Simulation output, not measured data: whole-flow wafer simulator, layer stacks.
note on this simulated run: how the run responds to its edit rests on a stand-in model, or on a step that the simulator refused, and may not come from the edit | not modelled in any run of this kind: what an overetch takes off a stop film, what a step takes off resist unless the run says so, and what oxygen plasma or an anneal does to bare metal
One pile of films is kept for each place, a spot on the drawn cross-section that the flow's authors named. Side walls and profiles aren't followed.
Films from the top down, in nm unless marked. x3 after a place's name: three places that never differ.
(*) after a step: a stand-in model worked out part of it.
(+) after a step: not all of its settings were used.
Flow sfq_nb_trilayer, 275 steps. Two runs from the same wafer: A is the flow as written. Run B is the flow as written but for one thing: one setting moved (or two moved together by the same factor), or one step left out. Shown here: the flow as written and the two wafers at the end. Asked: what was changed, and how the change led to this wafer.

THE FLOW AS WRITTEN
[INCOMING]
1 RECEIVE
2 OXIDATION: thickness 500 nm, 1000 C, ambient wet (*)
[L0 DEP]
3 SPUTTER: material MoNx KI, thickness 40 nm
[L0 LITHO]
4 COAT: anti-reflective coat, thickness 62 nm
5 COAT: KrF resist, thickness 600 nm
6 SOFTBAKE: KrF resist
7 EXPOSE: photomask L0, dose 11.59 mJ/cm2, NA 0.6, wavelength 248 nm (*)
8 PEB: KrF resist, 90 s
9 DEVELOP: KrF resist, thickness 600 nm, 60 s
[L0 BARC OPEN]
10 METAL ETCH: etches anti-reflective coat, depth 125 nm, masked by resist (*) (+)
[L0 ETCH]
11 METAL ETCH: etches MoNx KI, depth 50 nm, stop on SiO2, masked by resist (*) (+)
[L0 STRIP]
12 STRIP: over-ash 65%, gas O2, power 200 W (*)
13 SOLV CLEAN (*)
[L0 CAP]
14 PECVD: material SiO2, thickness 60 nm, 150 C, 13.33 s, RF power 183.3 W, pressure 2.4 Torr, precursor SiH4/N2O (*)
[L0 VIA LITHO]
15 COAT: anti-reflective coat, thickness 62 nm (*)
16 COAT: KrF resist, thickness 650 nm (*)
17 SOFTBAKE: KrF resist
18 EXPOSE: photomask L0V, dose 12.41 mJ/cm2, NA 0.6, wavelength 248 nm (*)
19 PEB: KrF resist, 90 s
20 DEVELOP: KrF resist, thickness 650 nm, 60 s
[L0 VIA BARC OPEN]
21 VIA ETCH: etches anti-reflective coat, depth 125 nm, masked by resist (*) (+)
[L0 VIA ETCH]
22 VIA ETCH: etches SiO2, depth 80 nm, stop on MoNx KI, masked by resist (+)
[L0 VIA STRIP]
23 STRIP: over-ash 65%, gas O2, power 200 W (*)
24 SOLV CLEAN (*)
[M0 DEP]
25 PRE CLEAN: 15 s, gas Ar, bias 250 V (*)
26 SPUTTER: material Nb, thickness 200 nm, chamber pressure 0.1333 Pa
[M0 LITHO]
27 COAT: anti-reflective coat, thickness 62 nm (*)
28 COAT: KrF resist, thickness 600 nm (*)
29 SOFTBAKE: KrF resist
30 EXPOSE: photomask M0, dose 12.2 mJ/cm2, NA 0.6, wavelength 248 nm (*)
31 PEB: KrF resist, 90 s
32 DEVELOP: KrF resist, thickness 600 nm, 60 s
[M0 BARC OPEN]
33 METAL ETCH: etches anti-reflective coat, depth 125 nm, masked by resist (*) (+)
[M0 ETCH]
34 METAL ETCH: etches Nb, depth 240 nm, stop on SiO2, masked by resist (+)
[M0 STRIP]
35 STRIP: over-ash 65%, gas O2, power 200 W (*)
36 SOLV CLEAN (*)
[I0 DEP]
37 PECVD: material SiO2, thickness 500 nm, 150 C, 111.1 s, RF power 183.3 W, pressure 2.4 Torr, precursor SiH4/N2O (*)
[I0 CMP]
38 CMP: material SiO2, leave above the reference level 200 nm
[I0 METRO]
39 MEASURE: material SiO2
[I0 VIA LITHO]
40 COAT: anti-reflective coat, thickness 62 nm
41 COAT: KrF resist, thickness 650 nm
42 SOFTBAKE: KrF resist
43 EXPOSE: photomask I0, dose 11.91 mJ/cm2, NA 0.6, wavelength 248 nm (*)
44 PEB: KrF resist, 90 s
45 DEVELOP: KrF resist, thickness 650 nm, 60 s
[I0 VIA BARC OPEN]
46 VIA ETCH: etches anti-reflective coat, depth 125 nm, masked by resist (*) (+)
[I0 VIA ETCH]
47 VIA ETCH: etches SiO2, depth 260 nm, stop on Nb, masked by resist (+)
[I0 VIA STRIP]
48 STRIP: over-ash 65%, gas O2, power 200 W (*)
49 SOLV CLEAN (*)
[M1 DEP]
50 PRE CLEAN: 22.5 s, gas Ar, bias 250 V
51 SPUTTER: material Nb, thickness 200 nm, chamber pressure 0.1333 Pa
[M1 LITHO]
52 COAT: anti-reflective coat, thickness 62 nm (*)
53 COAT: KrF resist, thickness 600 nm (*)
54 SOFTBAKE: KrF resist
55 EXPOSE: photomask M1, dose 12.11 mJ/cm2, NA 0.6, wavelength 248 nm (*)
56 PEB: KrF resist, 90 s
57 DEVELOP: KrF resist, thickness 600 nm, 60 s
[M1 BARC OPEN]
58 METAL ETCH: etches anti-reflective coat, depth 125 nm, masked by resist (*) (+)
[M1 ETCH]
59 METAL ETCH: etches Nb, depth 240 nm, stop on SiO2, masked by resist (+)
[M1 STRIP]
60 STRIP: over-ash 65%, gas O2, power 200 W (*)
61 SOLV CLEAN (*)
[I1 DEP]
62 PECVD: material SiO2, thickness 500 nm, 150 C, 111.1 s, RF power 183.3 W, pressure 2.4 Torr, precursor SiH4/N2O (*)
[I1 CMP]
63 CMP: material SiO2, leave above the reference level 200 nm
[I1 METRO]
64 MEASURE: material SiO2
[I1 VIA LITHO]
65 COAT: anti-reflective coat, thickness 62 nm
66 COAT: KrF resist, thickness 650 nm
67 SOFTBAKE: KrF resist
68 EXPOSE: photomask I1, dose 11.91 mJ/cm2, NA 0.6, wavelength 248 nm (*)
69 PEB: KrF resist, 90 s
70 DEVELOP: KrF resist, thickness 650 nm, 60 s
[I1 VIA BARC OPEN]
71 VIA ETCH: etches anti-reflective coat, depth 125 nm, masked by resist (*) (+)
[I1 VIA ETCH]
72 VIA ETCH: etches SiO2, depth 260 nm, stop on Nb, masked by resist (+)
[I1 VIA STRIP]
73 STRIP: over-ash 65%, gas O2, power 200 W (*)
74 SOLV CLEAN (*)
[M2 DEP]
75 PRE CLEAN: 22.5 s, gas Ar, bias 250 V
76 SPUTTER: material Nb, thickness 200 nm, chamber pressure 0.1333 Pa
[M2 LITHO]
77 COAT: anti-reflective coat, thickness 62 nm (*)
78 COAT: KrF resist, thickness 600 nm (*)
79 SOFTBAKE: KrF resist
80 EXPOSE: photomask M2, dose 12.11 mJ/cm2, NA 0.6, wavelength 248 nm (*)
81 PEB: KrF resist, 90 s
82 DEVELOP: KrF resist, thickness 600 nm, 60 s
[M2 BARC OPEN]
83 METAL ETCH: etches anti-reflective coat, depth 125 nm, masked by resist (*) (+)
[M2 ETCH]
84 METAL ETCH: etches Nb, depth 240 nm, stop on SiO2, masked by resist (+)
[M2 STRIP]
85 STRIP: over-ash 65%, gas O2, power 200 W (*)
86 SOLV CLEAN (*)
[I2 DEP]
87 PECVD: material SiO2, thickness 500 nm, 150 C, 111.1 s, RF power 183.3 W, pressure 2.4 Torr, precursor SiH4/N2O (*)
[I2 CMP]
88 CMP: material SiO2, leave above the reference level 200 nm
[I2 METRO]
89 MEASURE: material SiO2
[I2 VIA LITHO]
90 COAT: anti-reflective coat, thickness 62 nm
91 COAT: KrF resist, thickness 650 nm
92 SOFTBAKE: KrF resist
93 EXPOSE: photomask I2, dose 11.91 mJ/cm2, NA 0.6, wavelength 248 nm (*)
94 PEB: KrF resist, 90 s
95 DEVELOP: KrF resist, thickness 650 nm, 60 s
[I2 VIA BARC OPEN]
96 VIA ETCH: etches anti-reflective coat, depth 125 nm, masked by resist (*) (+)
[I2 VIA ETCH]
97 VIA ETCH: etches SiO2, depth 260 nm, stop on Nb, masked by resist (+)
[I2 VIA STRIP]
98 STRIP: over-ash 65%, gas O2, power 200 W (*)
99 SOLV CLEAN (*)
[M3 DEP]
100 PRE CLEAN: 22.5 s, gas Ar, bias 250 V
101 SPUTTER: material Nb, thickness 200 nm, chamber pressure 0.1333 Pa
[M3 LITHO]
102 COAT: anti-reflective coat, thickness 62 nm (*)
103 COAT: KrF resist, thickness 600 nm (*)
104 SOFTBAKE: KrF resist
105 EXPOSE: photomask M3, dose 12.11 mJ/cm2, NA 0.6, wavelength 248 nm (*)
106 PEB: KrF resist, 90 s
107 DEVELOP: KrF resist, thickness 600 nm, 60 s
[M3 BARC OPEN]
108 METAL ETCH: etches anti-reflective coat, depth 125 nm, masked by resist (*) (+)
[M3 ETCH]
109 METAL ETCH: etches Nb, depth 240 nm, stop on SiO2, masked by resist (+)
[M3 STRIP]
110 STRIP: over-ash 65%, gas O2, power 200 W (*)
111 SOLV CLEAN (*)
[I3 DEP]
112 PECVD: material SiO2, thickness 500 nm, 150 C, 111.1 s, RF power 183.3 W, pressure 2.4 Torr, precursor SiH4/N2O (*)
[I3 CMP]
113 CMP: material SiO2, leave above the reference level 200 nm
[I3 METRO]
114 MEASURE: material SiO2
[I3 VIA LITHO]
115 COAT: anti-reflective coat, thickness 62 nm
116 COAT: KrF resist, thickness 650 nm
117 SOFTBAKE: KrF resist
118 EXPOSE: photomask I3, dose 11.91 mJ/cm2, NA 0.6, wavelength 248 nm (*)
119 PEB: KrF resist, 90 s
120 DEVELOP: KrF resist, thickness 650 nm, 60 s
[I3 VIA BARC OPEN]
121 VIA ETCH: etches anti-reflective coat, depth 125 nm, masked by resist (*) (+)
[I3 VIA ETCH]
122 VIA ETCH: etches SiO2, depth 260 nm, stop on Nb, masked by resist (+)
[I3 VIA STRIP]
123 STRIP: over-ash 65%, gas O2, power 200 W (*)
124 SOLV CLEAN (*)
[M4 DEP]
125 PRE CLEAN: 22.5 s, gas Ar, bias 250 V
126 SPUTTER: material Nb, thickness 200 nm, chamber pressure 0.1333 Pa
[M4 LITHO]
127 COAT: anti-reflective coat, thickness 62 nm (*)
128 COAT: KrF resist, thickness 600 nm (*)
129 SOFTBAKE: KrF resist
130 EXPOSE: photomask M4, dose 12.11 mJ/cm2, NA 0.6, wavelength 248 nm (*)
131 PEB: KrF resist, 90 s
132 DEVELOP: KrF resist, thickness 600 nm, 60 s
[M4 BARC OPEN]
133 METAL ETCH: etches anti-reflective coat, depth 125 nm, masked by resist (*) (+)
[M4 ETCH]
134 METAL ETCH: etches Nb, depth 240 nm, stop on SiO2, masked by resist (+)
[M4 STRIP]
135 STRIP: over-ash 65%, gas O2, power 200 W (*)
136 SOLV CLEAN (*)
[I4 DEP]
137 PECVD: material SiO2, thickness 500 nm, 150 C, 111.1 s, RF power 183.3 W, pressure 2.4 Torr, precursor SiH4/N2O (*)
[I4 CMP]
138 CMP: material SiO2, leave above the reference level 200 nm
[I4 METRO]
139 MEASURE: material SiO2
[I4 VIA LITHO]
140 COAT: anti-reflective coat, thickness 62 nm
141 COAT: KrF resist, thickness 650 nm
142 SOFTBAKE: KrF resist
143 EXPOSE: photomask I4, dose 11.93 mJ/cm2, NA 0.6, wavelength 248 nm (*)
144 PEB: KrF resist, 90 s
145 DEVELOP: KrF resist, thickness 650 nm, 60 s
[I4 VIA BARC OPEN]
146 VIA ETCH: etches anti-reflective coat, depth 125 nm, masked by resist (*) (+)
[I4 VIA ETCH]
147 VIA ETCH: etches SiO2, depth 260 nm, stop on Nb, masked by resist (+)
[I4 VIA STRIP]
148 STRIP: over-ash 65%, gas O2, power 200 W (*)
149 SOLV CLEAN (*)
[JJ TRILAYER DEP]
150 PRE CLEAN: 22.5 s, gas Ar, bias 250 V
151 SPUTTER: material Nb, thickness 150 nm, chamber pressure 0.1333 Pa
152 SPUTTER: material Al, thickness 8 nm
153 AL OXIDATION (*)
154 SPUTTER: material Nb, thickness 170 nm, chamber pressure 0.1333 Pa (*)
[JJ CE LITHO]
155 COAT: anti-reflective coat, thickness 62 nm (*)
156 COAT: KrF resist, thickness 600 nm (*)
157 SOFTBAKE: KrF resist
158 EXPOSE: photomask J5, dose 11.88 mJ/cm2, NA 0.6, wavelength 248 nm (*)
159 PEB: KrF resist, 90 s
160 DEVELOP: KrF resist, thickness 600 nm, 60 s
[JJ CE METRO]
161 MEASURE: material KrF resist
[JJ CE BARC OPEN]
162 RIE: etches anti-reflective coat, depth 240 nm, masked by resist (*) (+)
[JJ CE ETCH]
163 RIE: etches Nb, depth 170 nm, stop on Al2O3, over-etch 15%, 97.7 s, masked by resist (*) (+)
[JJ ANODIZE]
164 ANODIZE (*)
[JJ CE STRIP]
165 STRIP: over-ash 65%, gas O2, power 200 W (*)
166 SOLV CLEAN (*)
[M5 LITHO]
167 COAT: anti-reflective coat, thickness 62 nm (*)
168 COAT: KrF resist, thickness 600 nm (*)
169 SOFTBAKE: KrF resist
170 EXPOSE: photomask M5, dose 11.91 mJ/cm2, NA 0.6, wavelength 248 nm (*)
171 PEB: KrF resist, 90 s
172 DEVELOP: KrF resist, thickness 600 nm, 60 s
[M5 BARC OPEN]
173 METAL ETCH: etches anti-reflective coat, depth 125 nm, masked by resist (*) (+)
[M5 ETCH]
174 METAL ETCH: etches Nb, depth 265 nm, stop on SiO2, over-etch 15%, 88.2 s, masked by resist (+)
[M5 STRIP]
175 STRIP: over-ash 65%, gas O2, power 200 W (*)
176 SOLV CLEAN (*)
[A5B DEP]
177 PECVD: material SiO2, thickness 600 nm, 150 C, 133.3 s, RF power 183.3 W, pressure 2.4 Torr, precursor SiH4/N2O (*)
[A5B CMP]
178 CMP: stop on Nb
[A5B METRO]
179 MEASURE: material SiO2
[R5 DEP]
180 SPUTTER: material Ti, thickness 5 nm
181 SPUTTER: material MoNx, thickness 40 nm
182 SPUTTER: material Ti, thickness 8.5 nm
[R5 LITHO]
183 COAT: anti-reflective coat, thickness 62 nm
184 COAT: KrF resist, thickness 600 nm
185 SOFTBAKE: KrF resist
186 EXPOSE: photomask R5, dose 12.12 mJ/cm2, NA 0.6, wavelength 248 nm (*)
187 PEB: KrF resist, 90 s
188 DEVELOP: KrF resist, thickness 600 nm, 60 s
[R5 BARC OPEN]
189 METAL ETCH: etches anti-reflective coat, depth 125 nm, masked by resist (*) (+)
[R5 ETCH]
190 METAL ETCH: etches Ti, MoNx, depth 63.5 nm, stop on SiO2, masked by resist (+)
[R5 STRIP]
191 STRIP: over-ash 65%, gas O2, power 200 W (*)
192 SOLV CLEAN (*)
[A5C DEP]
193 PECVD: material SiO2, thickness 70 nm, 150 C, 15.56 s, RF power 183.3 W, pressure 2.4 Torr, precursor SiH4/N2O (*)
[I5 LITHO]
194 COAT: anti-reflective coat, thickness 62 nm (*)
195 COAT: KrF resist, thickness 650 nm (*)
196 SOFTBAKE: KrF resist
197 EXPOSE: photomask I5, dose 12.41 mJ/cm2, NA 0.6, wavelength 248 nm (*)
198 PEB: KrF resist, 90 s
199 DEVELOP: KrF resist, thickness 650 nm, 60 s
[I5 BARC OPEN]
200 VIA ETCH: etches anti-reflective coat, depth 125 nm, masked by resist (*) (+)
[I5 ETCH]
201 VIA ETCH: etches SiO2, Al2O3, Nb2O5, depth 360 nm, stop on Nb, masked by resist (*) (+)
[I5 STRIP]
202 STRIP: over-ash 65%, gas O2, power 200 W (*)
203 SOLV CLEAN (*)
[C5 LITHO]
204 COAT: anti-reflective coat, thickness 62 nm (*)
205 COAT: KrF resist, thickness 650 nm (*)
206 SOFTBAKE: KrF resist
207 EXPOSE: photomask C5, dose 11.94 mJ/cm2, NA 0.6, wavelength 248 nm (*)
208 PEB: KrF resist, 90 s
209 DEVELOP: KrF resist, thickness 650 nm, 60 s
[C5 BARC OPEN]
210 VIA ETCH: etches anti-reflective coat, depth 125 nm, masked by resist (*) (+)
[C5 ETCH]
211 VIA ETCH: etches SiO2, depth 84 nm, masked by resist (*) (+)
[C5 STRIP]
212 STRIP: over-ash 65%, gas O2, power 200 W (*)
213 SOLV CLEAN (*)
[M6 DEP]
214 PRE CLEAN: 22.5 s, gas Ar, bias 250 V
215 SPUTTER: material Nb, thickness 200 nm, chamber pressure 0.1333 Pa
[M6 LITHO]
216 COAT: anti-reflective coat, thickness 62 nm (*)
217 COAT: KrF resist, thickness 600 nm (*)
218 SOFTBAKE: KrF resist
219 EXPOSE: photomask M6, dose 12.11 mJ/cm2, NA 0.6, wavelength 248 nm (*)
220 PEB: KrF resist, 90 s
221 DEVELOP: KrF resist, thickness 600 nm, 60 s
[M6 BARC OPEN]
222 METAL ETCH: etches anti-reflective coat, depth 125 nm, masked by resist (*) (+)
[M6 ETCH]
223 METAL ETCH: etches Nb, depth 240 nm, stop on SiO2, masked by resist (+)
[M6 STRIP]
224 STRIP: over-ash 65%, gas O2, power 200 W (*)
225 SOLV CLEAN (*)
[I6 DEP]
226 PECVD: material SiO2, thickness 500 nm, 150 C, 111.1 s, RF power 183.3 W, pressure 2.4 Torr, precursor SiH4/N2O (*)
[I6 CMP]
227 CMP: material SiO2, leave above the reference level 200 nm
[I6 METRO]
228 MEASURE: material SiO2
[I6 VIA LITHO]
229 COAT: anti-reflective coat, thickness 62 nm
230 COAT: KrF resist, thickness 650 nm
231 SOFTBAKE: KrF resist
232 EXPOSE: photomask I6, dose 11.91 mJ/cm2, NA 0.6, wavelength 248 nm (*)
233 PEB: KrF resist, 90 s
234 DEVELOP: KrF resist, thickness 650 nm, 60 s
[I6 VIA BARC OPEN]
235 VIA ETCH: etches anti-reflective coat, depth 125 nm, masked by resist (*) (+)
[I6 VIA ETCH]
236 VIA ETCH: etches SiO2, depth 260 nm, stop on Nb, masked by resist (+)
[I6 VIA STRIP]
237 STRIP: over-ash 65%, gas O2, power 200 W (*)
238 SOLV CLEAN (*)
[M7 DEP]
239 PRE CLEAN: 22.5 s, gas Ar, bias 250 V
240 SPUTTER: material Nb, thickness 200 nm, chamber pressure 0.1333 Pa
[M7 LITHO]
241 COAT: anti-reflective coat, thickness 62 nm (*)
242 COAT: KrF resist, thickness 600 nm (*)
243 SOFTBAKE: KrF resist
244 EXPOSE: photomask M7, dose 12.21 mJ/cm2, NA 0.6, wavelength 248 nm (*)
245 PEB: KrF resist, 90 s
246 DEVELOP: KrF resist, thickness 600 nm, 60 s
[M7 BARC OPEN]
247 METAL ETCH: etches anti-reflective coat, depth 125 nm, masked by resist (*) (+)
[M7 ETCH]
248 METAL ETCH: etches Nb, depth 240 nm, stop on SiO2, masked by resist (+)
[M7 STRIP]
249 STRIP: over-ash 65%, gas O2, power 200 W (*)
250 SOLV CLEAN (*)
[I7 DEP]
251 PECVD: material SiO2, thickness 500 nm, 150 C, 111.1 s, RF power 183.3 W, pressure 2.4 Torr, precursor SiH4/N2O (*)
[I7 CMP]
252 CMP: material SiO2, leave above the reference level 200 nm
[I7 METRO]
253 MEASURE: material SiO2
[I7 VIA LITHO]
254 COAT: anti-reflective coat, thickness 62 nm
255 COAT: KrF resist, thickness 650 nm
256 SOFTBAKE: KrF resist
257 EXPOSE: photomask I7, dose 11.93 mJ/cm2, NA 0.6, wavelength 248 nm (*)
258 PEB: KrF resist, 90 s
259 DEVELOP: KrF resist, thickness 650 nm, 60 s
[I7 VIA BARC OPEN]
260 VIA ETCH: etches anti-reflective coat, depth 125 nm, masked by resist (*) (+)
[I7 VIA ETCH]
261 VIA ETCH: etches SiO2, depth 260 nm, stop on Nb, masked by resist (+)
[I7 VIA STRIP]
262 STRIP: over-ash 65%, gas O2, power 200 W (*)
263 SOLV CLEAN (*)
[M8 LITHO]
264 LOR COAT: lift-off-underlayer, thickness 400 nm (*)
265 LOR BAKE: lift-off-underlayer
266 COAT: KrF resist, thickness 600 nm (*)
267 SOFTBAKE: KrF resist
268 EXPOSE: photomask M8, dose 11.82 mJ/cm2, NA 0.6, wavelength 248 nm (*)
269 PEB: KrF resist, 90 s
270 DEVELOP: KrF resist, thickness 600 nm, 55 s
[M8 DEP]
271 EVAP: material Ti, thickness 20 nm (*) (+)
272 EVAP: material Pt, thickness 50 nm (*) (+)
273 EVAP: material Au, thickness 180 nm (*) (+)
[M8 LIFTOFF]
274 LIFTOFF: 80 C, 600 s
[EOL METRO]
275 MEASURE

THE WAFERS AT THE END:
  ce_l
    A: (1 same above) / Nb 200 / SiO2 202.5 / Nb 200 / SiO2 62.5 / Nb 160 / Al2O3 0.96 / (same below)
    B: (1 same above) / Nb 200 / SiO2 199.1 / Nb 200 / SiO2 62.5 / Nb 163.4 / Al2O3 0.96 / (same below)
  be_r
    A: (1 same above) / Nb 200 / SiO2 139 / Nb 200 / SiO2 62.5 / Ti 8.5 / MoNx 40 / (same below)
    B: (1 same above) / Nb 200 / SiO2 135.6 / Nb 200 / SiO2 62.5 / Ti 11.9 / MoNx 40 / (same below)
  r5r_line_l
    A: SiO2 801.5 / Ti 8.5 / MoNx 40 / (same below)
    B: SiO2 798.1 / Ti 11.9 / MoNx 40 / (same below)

The cause: step 182, SPUTTER: thickness 11.9 nm was run, where the flow has thickness 8.5 nm.
It can be read off the wafer: be_r has Ti 11.9, and step 182 as written asks for 8.5 nm.

How the change led to this, step by step:
  182 SPUTTER: material Ti, thickness 8.5 nm
      field_l, v_sur, via_wl and 103 more: A Ti +8.5 (new film) | B Ti +11.9 (new film)
  190 METAL ETCH: etches Ti, MoNx, depth 63.5 nm, stop on SiO2, masked by resist (+)
      field_l, v_sur, via_wl and 92 more: A Ti -8.5 (all of it), MoNx -40 (all of it), Ti -5 (all of it) | B Ti -11.9 (all of it), MoNx -40 (all of it), Ti -5 (all of it)
      ce_l, c5j, ce_r, wl_jj: A Ti -8.5 (all of it), MoNx -40 (all of it), Ti -5 (all of it), Nb -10 | B Ti -11.9 (all of it), MoNx -40 (all of it), Ti -5 (all of it), Nb -6.6
  194 COAT: anti-reflective coat, thickness 62 nm (*)
      ce_l: A anti-reflective coat +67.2 (new film) | B anti-reflective coat +65.7 (new film)
      ce_r: A anti-reflective coat +68.1 (new film) | B anti-reflective coat +66.4 (new film)
  202 STRIP: over-ash 65%, gas O2, power 200 W (*)
      ce_l: A KrF resist -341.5 (all of it), anti-reflective coat -67.2 (all of it) | B KrF resist -340.6 (all of it), anti-reflective coat -65.7 (all of it)
      ce_r: A KrF resist -346.1 (all of it), anti-reflective coat -68.1 (all of it) | B KrF resist -345.6 (all of it), anti-reflective coat -66.4 (all of it)
  204 COAT: anti-reflective coat, thickness 62 nm (*)
      ce_l: A anti-reflective coat +66 (new film) | B anti-reflective coat +64.5 (new film)
      ce_r: A anti-reflective coat +67.2 (new film) | B anti-reflective coat +65.5 (new film)
  212 STRIP: over-ash 65%, gas O2, power 200 W (*)
      ce_l: A KrF resist -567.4 (all of it), anti-reflective coat -66 (all of it) | B KrF resist -566.8 (all of it), anti-reflective coat -64.5 (all of it)
      ce_r: A KrF resist -573.7 (all of it), anti-reflective coat -67.2 (all of it) | B KrF resist -573.6 (all of it), anti-reflective coat -65.5 (all of it)
  216 COAT: anti-reflective coat, thickness 62 nm (*)
      ce_l: A anti-reflective coat +48 (new film) | B anti-reflective coat +47 (new film)
      ce_r: A anti-reflective coat +48.8 (new film) | B anti-reflective coat +47.7 (new film)
      (and at 1 more place)
  224 STRIP: over-ash 65%, gas O2, power 200 W (*)
      ce_l: A KrF resist -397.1 (all of it), anti-reflective coat -48 (all of it) | B KrF resist -395.8 (all of it), anti-reflective coat -47 (all of it)
      ce_r: A KrF resist -403.5 (all of it), anti-reflective coat -48.8 (all of it) | B KrF resist -402.6 (all of it), anti-reflective coat -47.7 (all of it)
      (and at 1 more place)
  227 CMP: material SiO2, leave above the reference level 200 nm
      r5r_line_l, r5r_spacepad_l, r5r_spacepad_r, r5r_line_c, r5r_line_r: A SiO2 -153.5 | B SiO2 -156.9
